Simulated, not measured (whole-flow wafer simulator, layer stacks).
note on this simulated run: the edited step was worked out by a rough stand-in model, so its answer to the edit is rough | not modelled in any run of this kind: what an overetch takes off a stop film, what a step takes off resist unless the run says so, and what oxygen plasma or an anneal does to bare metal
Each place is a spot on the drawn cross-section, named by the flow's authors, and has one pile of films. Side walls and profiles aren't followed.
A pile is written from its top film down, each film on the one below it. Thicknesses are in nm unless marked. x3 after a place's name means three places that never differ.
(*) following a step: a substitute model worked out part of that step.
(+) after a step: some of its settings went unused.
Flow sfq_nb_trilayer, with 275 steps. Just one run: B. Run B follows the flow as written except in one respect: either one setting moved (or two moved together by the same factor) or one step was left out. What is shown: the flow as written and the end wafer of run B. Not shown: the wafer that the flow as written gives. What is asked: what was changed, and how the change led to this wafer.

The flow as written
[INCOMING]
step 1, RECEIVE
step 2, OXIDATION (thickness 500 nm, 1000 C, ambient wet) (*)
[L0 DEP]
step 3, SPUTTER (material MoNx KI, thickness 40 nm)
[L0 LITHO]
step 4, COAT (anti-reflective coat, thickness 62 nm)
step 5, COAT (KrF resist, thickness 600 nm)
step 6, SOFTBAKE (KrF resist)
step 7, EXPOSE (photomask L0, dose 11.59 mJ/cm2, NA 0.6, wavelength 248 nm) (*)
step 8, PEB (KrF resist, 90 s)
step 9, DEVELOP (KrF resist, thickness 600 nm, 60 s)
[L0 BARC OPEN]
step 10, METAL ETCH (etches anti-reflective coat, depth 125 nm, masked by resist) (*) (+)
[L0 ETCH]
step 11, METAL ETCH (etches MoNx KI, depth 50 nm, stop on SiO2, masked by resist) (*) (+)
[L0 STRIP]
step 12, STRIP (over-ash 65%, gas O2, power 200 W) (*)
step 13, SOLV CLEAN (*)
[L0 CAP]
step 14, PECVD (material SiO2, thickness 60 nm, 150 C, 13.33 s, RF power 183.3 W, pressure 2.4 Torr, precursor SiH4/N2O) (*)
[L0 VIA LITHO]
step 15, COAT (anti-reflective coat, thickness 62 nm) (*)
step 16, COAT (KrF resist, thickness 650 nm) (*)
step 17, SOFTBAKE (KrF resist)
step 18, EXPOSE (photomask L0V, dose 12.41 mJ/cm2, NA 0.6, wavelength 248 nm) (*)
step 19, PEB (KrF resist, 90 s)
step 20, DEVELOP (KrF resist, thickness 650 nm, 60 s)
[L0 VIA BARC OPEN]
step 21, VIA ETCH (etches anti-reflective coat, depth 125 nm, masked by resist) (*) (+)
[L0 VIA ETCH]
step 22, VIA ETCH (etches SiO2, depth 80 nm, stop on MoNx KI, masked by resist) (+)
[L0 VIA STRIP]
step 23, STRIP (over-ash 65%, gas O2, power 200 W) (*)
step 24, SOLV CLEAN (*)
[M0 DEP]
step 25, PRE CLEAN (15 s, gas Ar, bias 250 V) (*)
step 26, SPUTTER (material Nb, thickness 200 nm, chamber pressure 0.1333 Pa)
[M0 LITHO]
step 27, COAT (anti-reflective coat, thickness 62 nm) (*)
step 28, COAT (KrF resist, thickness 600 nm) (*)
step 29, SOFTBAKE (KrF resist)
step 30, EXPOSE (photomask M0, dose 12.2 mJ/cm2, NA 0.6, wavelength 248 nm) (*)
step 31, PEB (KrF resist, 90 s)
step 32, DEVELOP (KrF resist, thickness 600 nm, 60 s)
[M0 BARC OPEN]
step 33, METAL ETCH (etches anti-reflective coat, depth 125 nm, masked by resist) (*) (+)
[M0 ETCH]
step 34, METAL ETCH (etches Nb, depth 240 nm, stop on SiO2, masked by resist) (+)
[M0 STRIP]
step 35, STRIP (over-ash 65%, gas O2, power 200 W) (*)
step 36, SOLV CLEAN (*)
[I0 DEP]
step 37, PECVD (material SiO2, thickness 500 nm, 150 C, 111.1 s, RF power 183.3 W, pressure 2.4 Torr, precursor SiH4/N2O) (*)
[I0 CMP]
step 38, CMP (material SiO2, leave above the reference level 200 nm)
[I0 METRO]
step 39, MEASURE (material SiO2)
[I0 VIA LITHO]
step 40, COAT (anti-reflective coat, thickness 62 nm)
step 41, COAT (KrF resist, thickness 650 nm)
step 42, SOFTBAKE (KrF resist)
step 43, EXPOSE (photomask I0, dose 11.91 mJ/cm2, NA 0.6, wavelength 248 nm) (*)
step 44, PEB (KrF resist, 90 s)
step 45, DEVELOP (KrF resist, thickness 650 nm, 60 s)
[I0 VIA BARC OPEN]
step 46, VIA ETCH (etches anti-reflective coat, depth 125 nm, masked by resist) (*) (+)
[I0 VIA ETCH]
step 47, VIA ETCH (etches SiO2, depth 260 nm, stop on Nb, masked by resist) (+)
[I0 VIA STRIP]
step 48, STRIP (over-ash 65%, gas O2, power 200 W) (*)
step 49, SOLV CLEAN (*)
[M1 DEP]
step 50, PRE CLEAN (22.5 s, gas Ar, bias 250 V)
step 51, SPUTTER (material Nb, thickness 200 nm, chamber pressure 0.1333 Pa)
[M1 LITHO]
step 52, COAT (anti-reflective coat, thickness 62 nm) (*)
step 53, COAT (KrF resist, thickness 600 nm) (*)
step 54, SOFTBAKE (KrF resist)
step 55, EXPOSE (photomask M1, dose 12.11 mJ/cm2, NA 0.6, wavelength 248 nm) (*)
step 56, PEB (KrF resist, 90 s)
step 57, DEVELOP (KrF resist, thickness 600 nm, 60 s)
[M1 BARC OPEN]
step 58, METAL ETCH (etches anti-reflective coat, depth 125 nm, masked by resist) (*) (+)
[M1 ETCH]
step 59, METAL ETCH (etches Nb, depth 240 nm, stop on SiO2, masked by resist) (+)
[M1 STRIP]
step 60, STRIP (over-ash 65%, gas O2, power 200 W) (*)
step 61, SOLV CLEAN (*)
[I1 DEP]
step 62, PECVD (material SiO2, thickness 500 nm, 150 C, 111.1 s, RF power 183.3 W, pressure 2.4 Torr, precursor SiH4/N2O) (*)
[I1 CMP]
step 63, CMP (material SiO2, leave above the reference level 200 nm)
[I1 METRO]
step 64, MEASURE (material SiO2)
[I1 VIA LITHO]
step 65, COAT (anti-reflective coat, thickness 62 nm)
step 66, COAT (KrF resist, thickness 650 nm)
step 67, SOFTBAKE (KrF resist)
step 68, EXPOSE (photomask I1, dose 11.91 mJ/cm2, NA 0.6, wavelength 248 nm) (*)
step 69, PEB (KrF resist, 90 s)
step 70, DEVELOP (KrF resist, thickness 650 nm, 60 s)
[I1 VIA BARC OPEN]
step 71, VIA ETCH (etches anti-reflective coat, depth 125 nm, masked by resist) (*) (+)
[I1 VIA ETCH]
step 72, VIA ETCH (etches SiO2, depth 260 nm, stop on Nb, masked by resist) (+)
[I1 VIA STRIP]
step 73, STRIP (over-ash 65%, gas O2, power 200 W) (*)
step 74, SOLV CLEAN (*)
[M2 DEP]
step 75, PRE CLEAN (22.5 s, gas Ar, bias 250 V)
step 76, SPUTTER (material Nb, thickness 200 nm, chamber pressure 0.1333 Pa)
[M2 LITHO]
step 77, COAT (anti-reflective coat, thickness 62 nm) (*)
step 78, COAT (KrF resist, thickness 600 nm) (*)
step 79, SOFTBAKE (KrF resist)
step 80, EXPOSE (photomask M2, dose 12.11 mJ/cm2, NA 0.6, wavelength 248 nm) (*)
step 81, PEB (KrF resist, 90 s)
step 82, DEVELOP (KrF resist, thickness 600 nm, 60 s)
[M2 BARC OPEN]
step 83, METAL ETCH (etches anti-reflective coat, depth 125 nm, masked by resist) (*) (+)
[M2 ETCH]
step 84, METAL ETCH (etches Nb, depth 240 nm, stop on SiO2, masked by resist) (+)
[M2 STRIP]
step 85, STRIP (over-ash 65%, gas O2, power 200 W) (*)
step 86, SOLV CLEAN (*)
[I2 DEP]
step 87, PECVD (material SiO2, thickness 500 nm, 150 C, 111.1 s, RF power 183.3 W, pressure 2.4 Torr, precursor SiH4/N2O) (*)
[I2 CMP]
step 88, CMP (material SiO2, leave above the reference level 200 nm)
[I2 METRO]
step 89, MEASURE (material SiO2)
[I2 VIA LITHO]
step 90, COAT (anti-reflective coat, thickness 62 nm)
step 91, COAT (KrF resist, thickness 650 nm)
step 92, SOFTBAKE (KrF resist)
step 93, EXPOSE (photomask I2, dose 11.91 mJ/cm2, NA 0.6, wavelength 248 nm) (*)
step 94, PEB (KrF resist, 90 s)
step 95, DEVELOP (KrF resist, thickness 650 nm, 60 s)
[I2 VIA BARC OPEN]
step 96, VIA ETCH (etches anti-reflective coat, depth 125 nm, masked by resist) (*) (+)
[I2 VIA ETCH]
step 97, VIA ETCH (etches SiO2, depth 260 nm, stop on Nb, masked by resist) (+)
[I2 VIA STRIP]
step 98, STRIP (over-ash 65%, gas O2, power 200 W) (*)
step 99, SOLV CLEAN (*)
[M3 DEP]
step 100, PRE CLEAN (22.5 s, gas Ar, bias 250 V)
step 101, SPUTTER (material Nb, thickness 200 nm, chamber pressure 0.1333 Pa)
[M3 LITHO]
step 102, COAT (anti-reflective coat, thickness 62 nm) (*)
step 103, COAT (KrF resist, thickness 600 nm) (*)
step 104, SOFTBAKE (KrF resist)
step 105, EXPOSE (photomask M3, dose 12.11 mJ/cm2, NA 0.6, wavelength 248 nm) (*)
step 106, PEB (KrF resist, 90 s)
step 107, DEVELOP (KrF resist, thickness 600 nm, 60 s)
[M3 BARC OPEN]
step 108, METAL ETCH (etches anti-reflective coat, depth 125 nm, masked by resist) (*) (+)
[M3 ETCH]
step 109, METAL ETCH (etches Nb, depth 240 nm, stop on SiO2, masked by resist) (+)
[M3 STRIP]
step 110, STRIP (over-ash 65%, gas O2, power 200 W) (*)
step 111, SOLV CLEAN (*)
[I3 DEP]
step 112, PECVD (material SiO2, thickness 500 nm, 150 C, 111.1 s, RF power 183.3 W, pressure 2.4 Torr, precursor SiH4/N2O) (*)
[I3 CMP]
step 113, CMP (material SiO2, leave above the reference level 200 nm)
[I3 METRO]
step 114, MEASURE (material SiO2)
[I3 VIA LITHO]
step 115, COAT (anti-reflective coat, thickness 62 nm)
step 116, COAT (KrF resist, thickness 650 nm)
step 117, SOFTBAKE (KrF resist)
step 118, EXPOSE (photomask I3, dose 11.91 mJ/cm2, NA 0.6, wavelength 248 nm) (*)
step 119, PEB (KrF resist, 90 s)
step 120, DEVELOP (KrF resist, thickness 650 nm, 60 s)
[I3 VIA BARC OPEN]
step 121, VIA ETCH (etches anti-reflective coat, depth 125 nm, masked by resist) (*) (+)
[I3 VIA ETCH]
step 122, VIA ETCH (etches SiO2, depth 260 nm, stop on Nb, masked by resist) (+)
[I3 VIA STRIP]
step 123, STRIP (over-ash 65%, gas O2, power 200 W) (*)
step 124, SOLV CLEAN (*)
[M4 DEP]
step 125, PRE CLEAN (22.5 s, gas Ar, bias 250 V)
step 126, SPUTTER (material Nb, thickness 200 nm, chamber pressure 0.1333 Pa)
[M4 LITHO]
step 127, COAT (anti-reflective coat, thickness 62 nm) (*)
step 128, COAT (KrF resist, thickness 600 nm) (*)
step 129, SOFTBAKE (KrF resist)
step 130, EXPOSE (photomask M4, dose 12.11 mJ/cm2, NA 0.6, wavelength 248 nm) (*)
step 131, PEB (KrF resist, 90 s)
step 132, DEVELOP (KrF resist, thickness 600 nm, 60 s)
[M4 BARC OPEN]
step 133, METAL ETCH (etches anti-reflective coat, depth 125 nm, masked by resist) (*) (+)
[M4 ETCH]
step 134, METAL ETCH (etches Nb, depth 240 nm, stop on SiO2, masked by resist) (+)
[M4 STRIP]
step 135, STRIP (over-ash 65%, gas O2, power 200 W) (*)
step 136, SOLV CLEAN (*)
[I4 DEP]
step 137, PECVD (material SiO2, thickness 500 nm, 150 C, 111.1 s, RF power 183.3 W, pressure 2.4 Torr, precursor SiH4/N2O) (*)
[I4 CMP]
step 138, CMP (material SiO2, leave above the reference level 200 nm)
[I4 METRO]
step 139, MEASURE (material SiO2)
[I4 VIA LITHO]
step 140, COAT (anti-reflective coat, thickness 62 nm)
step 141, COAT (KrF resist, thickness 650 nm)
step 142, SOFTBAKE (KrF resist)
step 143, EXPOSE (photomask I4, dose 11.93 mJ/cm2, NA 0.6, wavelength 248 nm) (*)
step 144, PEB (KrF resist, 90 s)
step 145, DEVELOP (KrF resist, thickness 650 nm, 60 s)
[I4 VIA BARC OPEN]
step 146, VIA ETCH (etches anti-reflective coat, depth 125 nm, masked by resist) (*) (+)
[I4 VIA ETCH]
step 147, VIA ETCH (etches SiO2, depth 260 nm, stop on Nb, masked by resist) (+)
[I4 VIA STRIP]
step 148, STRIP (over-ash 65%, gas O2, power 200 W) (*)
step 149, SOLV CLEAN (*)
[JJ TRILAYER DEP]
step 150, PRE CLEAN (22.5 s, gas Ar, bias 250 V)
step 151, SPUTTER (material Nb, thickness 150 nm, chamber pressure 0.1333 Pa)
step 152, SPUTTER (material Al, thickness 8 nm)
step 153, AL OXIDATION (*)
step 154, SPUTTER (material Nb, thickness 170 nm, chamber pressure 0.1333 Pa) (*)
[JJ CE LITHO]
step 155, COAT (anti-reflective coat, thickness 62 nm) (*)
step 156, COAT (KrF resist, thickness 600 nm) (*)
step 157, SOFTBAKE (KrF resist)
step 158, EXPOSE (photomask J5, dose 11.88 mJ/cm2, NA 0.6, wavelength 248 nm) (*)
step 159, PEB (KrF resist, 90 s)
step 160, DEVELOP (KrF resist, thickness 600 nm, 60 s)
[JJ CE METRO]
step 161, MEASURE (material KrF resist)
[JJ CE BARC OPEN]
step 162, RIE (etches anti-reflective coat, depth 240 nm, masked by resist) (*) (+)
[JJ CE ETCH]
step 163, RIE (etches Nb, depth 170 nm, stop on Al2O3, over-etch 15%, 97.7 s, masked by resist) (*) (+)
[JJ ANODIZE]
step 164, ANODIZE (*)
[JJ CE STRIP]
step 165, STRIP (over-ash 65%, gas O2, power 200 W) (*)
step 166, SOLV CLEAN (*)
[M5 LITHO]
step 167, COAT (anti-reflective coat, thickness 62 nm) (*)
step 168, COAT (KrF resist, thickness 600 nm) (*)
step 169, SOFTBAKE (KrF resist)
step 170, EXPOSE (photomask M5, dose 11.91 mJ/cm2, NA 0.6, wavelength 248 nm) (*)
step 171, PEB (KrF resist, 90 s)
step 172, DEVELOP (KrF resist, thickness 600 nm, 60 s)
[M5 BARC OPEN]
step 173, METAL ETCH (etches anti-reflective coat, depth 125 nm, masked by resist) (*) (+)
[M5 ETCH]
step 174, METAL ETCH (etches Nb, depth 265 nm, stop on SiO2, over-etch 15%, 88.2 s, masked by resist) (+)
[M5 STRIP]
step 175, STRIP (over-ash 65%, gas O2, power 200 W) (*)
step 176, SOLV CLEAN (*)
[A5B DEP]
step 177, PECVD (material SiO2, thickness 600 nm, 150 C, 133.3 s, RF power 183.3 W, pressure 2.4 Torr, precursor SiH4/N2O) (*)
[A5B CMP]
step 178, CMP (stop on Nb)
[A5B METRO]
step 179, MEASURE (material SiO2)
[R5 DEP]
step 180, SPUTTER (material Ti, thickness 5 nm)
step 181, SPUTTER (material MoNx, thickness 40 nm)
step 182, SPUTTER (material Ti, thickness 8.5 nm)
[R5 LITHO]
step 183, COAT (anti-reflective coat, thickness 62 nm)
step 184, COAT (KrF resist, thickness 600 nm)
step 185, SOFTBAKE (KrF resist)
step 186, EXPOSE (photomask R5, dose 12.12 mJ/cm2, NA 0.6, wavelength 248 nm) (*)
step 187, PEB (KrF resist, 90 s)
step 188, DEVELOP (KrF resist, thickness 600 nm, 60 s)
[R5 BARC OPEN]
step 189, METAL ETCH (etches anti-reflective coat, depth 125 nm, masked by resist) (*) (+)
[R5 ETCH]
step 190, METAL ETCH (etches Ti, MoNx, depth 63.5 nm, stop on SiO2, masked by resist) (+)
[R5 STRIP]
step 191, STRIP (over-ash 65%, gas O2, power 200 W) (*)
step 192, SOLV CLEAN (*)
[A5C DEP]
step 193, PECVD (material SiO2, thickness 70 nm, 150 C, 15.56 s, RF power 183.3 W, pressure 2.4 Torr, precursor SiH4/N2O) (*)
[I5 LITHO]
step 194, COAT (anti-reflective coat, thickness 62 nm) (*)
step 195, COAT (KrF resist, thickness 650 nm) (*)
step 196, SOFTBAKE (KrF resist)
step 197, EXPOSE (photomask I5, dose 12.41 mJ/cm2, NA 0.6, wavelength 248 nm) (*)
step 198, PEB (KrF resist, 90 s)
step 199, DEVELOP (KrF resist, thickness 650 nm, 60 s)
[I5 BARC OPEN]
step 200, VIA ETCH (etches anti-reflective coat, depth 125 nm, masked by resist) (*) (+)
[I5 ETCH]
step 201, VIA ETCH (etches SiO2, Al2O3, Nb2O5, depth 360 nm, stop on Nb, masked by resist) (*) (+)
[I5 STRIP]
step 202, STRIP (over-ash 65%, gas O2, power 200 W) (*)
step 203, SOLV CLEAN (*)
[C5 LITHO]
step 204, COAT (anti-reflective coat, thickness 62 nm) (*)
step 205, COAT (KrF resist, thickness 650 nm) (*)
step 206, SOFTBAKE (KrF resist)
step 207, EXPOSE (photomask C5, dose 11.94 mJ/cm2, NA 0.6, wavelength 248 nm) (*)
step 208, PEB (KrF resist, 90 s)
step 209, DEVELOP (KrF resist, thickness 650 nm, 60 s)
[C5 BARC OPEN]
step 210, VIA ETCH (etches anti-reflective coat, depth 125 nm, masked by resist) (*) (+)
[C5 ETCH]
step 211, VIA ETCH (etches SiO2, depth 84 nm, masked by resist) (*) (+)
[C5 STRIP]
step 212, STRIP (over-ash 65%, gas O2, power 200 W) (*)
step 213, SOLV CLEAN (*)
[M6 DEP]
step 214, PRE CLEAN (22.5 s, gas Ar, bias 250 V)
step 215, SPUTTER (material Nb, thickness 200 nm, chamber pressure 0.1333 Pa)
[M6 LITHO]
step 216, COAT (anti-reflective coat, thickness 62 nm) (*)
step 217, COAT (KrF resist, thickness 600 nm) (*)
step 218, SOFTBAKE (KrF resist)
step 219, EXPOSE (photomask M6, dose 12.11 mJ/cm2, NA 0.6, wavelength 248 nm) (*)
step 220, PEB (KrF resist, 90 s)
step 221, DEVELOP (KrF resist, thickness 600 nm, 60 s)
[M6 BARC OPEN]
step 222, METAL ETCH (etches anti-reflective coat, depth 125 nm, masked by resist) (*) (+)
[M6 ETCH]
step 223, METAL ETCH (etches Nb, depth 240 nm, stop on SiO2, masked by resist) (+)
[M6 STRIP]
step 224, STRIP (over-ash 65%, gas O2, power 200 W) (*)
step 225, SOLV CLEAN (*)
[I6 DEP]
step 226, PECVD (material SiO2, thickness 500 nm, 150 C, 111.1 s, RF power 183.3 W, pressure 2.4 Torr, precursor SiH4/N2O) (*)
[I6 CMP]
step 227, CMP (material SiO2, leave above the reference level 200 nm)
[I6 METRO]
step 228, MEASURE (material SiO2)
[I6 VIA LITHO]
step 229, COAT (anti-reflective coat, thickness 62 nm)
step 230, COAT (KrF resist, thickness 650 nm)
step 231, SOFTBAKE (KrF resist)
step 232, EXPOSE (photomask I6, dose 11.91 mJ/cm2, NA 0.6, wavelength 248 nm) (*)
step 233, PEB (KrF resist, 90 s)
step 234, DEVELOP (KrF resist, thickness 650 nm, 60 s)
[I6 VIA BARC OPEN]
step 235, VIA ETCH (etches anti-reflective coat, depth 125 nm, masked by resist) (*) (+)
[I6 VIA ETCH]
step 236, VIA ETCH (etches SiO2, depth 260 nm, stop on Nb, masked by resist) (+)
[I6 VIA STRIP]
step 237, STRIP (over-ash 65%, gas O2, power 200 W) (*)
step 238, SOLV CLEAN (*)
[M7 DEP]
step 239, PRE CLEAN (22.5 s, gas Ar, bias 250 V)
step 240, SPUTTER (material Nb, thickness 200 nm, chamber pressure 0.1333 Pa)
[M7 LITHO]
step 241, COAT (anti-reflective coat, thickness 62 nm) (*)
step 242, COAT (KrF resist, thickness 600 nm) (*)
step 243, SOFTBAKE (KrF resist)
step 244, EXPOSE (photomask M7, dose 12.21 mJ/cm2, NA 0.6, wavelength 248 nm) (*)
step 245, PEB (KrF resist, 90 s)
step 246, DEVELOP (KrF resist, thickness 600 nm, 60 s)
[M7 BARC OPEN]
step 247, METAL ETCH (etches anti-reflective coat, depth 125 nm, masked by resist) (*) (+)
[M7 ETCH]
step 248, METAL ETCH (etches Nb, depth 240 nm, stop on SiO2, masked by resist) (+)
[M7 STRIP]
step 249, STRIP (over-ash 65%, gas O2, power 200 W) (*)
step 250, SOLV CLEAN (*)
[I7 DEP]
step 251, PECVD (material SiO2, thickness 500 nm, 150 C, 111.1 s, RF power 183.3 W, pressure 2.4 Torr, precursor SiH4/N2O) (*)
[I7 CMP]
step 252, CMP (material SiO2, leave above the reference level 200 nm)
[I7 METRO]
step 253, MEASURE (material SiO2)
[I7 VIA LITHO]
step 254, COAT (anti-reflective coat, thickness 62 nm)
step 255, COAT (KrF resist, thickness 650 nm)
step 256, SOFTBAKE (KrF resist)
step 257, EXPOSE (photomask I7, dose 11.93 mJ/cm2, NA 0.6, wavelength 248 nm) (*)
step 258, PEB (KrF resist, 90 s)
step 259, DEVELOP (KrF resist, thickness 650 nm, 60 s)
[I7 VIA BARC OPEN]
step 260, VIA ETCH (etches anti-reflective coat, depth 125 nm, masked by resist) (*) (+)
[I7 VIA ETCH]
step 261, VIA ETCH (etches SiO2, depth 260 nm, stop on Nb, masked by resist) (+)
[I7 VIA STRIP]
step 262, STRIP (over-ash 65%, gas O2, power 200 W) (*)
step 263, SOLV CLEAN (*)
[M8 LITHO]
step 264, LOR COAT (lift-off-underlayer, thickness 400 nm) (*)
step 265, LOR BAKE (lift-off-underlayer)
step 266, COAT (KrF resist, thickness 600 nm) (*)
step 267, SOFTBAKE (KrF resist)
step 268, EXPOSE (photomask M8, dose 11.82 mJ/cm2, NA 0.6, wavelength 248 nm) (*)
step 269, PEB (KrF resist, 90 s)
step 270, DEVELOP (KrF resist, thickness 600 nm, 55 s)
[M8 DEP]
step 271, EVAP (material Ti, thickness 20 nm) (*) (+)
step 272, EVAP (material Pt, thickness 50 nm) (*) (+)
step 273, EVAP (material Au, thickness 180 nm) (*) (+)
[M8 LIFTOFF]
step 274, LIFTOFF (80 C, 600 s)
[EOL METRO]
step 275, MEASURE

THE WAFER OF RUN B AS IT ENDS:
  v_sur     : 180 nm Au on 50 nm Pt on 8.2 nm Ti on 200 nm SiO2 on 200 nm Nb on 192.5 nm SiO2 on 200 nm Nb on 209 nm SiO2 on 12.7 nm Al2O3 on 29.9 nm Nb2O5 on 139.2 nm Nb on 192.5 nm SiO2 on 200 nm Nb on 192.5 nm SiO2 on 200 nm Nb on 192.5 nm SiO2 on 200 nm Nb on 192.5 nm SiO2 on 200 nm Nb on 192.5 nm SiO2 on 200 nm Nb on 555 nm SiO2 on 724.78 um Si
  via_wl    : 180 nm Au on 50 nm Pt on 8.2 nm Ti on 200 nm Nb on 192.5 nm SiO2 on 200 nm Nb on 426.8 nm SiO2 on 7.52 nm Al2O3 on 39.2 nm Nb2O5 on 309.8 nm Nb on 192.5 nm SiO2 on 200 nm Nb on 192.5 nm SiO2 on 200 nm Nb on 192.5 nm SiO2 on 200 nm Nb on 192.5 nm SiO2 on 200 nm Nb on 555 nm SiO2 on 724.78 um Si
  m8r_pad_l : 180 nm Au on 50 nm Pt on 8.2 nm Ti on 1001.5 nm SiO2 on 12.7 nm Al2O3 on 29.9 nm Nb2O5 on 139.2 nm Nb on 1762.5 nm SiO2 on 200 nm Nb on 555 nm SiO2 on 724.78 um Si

Cause: step 271, EVAP: thickness 8.2 nm was run, whereas the flow has thickness 20 nm.
The wafer itself shows it: v_sur has Ti 8.2, and step 271 as written asks for 20 nm.

The path from the change to this, step by step:
  step 271, EVAP (material Ti, thickness 20 nm) (*) (+)
      field_l, v_sur, via_wl and 103 more: +8.2 Ti (new film) (in the flow as written it would be: +20 Ti (new film))
  step 274, LIFTOFF (80 C, 600 s)
      p4_fl, p4_fm, p4_w1 and 71 more: -180 Au (all of it), -50 Pt (all of it), -8.2 Ti (all of it), -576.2 KrF resist (all of it), -400 lift-off-underlayer (all of it) (in the flow as written it would be: -180 Au (all of it), -50 Pt (all of it), -20 Ti (all of it), -576.2 KrF resist (all of it), -400 lift-off-underlayer (all of it))
      c5j, ce_r: -180 Au (all of it), -50 Pt (all of it), -8.2 Ti (all of it), -573.3 KrF resist (all of it), -399.3 lift-off-underlayer (all of it) (in the flow as written it would be: -180 Au (all of it), -50 Pt (all of it), -20 Ti (all of it), -573.3 KrF resist (all of it), -399.3 lift-off-underlayer (all of it))
      (also at 19 further places)
